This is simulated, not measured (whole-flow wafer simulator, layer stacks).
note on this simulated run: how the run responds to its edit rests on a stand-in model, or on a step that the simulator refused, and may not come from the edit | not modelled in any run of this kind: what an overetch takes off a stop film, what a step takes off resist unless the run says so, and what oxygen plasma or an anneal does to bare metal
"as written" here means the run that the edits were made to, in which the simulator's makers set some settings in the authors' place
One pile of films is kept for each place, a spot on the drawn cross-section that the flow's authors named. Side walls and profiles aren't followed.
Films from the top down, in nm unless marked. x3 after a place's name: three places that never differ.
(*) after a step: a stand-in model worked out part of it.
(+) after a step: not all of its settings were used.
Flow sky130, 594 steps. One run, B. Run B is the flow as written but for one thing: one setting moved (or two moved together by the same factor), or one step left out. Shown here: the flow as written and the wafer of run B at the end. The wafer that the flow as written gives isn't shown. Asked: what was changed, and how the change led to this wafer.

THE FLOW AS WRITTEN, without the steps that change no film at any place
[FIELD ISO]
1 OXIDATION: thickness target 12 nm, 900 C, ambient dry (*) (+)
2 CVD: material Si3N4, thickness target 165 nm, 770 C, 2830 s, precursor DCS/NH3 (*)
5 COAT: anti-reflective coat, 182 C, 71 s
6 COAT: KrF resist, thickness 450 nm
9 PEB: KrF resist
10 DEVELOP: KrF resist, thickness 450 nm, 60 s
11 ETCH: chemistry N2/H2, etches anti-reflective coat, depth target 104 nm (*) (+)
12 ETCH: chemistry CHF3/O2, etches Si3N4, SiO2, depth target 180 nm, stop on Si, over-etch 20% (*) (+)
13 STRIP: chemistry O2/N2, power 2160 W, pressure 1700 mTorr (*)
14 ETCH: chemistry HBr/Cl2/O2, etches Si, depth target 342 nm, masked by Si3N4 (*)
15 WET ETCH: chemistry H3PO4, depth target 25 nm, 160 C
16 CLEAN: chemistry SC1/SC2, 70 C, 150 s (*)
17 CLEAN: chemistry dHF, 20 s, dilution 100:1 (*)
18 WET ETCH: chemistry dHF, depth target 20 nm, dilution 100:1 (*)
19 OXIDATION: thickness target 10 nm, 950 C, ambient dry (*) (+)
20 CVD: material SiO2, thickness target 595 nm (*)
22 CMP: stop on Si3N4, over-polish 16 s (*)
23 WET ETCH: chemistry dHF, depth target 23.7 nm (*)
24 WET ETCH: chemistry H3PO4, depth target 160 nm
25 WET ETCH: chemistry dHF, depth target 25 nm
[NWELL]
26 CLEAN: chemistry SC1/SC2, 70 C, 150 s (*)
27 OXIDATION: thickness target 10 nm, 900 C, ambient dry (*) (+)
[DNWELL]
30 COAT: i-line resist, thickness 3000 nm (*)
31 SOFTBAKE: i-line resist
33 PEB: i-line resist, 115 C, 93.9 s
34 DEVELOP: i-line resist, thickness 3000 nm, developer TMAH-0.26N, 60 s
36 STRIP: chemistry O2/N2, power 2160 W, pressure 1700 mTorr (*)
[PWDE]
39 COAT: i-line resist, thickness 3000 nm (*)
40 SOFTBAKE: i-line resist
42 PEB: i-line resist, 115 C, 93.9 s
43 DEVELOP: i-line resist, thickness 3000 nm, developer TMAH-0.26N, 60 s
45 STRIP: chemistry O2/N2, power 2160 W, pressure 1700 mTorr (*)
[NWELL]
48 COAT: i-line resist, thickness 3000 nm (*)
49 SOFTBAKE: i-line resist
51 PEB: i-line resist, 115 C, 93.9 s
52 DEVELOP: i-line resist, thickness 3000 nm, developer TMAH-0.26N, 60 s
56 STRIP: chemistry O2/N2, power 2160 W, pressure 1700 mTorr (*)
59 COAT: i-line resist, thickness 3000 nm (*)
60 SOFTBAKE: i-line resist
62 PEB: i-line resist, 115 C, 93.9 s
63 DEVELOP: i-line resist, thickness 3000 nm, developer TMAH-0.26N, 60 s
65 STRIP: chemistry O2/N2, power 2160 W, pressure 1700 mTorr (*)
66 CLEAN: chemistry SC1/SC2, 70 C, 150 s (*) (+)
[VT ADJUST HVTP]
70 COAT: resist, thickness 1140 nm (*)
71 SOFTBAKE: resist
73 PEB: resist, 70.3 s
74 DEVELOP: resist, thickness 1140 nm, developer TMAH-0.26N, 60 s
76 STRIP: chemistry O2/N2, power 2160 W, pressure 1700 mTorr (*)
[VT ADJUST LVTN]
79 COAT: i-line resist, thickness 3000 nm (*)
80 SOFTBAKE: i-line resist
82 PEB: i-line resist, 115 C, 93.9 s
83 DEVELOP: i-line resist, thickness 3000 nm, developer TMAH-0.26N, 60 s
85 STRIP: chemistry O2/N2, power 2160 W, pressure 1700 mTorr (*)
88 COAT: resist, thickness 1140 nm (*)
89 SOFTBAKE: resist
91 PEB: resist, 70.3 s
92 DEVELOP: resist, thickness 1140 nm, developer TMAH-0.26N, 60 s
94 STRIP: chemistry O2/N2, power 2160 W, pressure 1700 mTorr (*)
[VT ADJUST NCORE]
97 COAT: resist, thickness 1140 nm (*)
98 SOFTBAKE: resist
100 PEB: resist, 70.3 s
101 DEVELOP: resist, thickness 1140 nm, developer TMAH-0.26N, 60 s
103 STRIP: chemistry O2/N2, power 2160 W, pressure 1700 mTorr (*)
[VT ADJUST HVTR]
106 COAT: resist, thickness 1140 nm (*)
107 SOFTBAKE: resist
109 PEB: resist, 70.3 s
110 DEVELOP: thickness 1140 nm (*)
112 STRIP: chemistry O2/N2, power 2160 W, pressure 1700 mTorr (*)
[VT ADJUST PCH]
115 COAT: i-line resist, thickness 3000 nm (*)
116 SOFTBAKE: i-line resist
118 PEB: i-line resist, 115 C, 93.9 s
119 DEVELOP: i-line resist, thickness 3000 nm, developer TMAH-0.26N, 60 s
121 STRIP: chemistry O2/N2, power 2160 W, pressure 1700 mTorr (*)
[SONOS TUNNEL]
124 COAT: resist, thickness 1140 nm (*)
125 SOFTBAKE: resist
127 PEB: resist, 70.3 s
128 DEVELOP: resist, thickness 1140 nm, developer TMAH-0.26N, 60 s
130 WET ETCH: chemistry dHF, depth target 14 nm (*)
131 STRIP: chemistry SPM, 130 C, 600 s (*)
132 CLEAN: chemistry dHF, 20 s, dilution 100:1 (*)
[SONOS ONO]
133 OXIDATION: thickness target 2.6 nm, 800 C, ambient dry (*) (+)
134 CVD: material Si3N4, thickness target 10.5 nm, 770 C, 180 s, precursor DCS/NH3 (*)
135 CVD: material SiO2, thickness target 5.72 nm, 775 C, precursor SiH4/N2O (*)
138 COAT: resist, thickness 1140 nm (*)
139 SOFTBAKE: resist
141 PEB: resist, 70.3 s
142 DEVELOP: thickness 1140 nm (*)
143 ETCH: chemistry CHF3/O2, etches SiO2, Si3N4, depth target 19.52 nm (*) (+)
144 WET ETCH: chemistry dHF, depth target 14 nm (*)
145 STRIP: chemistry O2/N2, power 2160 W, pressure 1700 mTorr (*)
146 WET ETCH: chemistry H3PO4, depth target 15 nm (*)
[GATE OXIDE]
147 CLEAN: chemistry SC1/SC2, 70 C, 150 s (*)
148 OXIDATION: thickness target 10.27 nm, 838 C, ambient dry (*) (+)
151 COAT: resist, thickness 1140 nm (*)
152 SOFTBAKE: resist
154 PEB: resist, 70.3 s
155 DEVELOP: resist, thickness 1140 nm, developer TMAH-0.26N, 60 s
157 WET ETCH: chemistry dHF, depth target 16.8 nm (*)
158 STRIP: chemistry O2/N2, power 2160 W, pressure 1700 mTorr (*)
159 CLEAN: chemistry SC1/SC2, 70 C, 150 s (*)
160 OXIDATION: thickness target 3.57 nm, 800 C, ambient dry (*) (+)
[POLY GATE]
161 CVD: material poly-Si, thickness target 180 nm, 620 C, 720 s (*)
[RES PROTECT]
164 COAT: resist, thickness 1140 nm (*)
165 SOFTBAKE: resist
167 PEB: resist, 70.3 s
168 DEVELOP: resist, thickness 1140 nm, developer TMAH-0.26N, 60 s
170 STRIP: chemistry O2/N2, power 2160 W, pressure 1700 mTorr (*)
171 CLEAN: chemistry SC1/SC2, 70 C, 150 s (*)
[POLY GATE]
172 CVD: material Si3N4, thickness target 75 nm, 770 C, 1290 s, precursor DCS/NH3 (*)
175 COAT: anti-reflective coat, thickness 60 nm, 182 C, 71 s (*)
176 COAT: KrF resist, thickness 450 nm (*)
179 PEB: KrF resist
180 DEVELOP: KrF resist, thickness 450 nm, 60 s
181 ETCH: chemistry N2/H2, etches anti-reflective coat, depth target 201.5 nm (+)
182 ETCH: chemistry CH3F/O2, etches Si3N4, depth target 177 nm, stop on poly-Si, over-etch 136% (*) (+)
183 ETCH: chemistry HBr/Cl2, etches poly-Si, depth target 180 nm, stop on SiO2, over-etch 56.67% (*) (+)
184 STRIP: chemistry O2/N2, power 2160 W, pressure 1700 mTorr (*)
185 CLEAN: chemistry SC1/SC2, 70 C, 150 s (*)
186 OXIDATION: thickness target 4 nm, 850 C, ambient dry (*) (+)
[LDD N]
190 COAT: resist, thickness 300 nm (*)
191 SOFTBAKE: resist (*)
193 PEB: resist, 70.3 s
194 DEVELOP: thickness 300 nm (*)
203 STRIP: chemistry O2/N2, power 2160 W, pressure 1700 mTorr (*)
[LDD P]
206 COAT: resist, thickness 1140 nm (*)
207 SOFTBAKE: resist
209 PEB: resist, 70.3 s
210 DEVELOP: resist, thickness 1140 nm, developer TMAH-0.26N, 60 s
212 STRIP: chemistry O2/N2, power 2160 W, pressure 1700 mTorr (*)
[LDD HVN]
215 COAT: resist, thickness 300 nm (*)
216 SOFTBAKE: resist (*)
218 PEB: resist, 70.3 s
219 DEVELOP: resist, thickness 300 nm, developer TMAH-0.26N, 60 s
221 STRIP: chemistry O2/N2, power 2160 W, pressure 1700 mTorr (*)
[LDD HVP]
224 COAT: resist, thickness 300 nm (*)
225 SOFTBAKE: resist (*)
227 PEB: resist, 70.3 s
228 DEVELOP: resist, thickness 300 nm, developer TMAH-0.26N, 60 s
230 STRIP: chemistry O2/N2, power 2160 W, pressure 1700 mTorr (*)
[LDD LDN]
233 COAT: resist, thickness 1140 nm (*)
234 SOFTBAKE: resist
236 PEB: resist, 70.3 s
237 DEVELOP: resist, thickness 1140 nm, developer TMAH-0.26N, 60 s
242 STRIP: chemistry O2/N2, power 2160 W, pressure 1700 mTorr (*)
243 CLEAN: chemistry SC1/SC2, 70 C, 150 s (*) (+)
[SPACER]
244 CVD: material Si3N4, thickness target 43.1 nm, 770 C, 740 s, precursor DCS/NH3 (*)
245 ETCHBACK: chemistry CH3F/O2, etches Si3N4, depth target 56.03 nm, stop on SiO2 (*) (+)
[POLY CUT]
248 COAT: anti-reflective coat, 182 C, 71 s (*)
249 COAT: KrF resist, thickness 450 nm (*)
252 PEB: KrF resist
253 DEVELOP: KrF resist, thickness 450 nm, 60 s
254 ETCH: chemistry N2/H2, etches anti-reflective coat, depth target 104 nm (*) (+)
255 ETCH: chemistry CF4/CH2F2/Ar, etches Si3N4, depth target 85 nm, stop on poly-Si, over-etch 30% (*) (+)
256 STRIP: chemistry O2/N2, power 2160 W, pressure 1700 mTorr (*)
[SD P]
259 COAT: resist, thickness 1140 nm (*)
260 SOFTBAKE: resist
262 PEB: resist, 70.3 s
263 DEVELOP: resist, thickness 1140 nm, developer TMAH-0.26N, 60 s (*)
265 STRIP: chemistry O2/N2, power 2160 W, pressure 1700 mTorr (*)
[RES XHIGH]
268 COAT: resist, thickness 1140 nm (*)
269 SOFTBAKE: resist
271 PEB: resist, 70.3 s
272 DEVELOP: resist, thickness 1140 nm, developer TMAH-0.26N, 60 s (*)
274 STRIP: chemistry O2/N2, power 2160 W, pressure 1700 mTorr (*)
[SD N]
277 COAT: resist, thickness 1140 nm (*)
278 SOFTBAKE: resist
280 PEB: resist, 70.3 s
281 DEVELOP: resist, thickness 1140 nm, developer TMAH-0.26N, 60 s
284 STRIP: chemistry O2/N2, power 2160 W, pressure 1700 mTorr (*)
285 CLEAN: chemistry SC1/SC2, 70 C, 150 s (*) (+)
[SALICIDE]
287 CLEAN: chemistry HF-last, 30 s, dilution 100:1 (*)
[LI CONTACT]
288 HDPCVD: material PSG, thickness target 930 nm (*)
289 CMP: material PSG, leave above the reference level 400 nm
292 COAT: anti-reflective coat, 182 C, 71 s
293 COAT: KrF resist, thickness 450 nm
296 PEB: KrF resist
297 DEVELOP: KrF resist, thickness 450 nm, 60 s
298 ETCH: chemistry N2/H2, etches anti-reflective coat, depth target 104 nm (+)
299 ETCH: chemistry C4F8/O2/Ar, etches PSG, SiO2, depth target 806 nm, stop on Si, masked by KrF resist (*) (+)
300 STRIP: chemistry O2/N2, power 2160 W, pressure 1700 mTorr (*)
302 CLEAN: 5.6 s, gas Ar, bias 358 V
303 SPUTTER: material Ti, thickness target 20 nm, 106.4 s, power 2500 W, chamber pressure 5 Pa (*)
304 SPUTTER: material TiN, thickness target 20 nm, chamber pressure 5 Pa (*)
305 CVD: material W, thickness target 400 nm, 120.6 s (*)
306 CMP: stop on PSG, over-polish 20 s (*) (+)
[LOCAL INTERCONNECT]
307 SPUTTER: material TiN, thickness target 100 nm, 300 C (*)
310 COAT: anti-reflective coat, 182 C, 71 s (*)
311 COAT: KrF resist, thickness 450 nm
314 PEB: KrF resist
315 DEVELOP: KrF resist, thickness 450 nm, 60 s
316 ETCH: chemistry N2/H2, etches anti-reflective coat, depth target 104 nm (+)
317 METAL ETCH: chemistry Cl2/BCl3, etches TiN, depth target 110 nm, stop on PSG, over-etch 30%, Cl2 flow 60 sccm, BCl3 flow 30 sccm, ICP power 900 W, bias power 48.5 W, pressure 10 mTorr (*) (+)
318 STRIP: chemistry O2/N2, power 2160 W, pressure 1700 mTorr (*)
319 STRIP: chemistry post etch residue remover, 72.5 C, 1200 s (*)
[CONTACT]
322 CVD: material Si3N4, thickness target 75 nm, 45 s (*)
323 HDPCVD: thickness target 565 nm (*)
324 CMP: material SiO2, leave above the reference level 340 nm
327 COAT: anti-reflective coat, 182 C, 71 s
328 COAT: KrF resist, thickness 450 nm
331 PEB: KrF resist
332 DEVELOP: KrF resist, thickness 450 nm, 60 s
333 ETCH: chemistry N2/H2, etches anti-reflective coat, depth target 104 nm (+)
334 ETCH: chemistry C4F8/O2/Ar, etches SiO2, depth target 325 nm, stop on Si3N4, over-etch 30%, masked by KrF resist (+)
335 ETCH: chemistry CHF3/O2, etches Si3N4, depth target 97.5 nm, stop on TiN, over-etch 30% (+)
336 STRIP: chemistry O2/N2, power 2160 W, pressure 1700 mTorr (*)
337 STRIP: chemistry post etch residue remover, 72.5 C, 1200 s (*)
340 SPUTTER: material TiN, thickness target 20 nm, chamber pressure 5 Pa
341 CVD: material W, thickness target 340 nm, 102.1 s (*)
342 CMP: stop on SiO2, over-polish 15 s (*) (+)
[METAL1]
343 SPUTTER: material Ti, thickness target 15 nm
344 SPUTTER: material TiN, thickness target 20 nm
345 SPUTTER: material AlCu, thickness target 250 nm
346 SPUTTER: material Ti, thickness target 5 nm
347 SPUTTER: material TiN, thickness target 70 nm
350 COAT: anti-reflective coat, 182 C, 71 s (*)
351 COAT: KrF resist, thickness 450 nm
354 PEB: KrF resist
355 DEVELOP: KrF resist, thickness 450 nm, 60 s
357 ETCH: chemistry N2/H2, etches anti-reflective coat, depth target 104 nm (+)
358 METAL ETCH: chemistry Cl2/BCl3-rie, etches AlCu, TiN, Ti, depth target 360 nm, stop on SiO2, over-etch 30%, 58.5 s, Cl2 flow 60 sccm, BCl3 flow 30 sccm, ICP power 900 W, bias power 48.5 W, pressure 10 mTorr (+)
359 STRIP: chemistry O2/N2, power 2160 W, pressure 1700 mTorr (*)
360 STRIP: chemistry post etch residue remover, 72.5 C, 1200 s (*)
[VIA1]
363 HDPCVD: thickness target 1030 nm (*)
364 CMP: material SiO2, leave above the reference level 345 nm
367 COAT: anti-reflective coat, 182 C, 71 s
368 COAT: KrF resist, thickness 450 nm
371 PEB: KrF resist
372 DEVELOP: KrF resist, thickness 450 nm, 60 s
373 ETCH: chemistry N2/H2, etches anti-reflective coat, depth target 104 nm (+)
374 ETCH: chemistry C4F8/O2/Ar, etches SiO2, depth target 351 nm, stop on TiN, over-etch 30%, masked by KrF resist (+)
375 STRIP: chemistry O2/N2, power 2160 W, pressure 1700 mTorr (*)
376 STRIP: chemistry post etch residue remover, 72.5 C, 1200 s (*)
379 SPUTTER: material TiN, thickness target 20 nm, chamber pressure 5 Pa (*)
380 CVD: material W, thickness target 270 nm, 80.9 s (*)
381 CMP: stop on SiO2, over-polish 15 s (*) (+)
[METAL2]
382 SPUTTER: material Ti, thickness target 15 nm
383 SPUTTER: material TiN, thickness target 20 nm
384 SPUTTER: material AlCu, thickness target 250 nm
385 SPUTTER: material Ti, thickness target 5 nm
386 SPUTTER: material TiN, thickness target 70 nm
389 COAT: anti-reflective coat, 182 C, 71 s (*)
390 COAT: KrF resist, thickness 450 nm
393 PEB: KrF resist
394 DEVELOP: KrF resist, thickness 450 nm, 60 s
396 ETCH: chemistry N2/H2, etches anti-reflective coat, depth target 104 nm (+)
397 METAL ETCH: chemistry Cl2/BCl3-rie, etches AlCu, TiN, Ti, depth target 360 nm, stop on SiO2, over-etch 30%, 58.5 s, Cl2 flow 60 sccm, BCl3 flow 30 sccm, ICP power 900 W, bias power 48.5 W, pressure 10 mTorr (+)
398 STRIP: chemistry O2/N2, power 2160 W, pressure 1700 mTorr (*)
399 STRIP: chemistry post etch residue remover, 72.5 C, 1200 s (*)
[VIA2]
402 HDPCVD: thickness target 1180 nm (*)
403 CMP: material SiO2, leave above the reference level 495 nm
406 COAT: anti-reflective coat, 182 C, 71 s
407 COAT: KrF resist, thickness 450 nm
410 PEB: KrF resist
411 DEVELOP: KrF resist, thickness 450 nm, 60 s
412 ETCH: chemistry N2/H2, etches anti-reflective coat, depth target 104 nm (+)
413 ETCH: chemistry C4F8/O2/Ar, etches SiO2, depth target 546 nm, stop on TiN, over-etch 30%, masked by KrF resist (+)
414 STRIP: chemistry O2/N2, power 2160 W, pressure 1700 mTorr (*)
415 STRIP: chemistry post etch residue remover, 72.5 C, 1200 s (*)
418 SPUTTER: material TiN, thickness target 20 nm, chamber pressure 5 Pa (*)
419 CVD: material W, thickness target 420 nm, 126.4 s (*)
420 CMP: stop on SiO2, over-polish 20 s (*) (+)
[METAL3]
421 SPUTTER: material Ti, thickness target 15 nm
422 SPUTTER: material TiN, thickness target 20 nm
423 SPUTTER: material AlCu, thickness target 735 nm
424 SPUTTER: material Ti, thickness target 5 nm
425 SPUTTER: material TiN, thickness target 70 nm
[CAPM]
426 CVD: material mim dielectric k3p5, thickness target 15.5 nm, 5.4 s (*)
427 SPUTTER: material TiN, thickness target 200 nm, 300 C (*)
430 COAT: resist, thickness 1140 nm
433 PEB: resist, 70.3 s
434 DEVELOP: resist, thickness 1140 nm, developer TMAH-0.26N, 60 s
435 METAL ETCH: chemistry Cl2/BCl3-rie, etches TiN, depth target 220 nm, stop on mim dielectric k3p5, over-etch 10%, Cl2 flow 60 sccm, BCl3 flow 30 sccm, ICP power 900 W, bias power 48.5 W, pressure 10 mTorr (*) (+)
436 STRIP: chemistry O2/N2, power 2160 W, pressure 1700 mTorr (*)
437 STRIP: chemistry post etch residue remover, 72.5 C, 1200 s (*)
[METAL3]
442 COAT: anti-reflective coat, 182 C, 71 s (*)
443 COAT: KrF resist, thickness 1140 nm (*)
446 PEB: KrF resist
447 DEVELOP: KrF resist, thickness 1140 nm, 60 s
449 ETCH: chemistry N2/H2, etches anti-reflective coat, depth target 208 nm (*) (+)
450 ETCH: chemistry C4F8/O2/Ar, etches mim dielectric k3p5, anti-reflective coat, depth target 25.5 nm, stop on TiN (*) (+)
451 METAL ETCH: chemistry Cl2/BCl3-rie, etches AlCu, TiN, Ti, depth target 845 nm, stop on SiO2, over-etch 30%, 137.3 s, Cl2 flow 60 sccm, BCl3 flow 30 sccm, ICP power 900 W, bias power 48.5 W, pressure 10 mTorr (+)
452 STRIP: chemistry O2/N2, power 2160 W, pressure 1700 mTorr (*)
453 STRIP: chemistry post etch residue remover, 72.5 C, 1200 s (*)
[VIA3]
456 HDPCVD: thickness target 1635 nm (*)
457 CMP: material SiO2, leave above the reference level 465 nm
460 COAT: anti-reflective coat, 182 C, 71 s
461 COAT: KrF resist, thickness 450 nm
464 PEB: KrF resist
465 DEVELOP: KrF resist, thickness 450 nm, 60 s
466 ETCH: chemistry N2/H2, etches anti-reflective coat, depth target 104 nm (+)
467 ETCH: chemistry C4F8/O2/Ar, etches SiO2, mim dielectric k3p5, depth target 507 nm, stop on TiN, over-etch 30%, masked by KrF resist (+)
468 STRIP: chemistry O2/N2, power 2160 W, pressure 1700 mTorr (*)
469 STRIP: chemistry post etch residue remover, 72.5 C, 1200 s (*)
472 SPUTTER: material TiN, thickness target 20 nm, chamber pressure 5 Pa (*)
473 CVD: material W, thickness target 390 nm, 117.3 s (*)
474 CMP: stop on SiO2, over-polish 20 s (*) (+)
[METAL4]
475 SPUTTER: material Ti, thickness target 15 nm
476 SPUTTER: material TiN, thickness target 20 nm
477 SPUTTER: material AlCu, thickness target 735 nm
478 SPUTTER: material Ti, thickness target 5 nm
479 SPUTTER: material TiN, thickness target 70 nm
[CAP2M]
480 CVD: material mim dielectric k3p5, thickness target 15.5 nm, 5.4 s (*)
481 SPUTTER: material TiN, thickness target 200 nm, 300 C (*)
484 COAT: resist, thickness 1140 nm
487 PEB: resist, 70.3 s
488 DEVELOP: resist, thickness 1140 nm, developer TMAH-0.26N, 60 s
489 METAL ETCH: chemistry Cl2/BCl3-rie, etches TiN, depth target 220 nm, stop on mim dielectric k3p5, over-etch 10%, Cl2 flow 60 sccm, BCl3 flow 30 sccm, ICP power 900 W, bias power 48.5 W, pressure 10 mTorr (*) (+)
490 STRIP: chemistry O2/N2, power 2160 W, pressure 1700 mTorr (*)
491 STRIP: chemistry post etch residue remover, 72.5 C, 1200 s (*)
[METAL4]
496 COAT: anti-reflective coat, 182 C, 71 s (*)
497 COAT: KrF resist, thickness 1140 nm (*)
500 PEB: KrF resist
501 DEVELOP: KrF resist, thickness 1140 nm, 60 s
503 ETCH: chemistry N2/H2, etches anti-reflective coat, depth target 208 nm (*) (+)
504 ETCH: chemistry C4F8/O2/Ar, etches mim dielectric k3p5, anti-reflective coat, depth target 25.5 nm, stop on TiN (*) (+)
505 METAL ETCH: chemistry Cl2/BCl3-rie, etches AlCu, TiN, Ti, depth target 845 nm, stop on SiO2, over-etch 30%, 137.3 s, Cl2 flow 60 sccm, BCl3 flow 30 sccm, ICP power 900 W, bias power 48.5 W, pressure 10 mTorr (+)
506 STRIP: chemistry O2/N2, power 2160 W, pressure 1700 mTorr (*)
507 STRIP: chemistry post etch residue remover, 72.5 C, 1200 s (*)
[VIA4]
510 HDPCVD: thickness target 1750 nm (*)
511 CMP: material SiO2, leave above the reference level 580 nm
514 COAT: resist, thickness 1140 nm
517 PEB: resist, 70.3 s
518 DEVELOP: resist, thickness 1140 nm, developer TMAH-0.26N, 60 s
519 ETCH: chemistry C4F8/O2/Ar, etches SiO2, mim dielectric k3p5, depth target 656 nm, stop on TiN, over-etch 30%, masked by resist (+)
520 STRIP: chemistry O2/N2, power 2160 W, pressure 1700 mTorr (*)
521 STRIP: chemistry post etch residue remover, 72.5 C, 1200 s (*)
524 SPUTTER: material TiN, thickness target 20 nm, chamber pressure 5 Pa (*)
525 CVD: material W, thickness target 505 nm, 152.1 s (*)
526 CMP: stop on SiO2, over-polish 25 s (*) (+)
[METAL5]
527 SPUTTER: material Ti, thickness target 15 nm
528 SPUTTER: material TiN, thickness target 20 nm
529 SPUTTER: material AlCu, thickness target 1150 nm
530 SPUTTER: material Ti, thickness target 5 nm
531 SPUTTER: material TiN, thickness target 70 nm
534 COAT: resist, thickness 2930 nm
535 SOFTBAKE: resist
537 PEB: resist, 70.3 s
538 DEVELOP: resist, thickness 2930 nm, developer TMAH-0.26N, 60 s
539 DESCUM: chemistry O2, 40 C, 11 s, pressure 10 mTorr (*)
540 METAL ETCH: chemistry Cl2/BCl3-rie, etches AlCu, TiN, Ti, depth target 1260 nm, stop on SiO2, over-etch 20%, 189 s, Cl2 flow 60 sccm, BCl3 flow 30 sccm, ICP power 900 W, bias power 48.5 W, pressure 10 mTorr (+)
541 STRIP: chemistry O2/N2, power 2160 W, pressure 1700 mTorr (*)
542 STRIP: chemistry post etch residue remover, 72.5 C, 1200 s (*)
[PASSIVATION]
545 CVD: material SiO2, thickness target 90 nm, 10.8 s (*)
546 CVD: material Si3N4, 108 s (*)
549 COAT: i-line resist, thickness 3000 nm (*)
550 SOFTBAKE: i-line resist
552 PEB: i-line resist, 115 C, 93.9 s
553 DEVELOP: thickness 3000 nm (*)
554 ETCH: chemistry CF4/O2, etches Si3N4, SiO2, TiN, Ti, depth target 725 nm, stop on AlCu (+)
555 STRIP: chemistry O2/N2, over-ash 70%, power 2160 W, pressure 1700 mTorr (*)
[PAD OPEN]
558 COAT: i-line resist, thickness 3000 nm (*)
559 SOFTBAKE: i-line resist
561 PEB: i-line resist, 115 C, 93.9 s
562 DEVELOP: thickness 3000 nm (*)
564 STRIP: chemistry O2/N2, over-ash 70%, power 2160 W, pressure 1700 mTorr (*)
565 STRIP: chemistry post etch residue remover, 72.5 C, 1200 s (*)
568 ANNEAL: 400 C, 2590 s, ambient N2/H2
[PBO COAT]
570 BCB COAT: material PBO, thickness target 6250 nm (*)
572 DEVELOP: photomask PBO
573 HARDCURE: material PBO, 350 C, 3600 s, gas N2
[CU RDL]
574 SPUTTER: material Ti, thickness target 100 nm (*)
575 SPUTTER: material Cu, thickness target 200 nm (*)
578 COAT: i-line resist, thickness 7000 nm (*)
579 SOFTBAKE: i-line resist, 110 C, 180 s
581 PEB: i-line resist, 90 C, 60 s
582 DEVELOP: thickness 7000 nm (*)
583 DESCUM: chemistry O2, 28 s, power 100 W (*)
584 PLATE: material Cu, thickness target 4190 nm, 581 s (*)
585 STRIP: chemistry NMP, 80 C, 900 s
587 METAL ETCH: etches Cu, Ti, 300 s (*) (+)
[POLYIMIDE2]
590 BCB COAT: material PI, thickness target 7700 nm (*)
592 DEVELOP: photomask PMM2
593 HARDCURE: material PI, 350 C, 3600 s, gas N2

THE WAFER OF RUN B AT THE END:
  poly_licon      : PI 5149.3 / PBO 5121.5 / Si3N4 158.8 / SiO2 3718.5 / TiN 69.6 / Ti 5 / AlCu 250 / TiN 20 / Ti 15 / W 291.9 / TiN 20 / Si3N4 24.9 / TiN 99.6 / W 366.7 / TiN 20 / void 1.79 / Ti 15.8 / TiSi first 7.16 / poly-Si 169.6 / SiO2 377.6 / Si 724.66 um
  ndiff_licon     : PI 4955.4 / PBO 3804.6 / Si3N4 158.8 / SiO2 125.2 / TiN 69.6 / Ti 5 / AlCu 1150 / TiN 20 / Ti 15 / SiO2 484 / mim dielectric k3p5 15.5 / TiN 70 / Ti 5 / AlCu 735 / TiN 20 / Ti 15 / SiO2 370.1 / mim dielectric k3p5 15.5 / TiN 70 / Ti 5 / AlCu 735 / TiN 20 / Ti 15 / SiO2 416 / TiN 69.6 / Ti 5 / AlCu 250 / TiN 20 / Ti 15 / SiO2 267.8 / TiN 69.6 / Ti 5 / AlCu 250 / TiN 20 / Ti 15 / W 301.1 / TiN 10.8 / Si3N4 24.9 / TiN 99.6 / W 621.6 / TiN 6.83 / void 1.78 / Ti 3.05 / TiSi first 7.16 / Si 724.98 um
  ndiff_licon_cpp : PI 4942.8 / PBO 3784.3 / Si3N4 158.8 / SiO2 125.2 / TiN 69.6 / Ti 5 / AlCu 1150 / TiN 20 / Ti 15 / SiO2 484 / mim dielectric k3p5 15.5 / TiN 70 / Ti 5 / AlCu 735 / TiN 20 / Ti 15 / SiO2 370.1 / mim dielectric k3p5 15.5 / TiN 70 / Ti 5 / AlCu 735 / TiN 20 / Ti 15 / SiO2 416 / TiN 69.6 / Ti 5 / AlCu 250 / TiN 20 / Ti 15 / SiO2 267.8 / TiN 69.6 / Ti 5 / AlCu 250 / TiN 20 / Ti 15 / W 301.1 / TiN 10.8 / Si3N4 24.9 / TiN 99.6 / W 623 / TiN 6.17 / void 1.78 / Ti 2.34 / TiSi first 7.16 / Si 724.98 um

The cause: step 335, ETCH: depth target 49.7 nm was run, where the flow has depth target 97.5 nm.

How the change led to this, step by step:
  335 ETCH: chemistry CHF3/O2, etches Si3N4, depth target 97.5 nm, stop on TiN, over-etch 30% (+)
      poly_licon, ndiff_licon, ndiff_licon_cpp, rpo_hd_licon: Si3N4 -49.7 (as written it would be: Si3N4 -75 (all of it))
      field, active, n_well and 184 more: KrF resist -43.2 (as written it would be: KrF resist -84.8)
  336 STRIP: chemistry O2/N2, power 2160 W, pressure 1700 mTorr (*)
      field, active, n_well and 184 more: KrF resist -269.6 (all of it), anti-reflective coat -80 (all of it) (as written it would be: KrF resist -228 (all of it), anti-reflective coat -80 (all of it))
  340 SPUTTER: material TiN, thickness target 20 nm, chamber pressure 5 Pa
      ndiff_licon, ndiff_licon_cpp, rpo_hd_licon: TiN +10.8 (new film) (as written it would be: TiN +10.4)
      poly_licon: TiN +20 (new film) (as written it would be: TiN +20)
  341 CVD: material W, thickness target 340 nm, 102.1 s (*)
      ndiff_licon, ndiff_licon_cpp, rpo_hd_licon: W +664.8 (new film) (as written it would be: W +690.5 (new film))
  342 CMP: stop on SiO2, over-polish 15 s (*) (+)
      poly_licon: W -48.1 (as written it would be: W -22.8)
Counting metal films that touch as one body, poly_licon has 3 bodies (between them, from the top down: Si3N4 24.9; void 1.79); the flow as written gives 2 bodies (between them, from the top down: void 1.79).
Counting metal films that touch as one body, ndiff_licon has 7 bodies (between them, from the top down: SiO2 484 / mim dielectric k3p5 15.5; SiO2 370.1 / mim dielectric k3p5 15.5; SiO2 416; SiO2 267.8; Si3N4 24.9; void 1.78); the flow as written gives 6 bodies (between them, from the top down: SiO2 484 / mim dielectric k3p5 15.5; SiO2 370.1 / mim dielectric k3p5 15.5; SiO2 416; SiO2 267.8; void 1.78).
Counting metal films that touch as one body, ndiff_licon_cpp has 7 bodies (between them, from the top down: SiO2 484 / mim dielectric k3p5 15.5; SiO2 370.1 / mim dielectric k3p5 15.5; SiO2 416; SiO2 267.8; Si3N4 24.9; void 1.78); the flow as written gives 6 bodies (between them, from the top down: SiO2 484 / mim dielectric k3p5 15.5; SiO2 370.1 / mim dielectric k3p5 15.5; SiO2 416; SiO2 267.8; void 1.78).
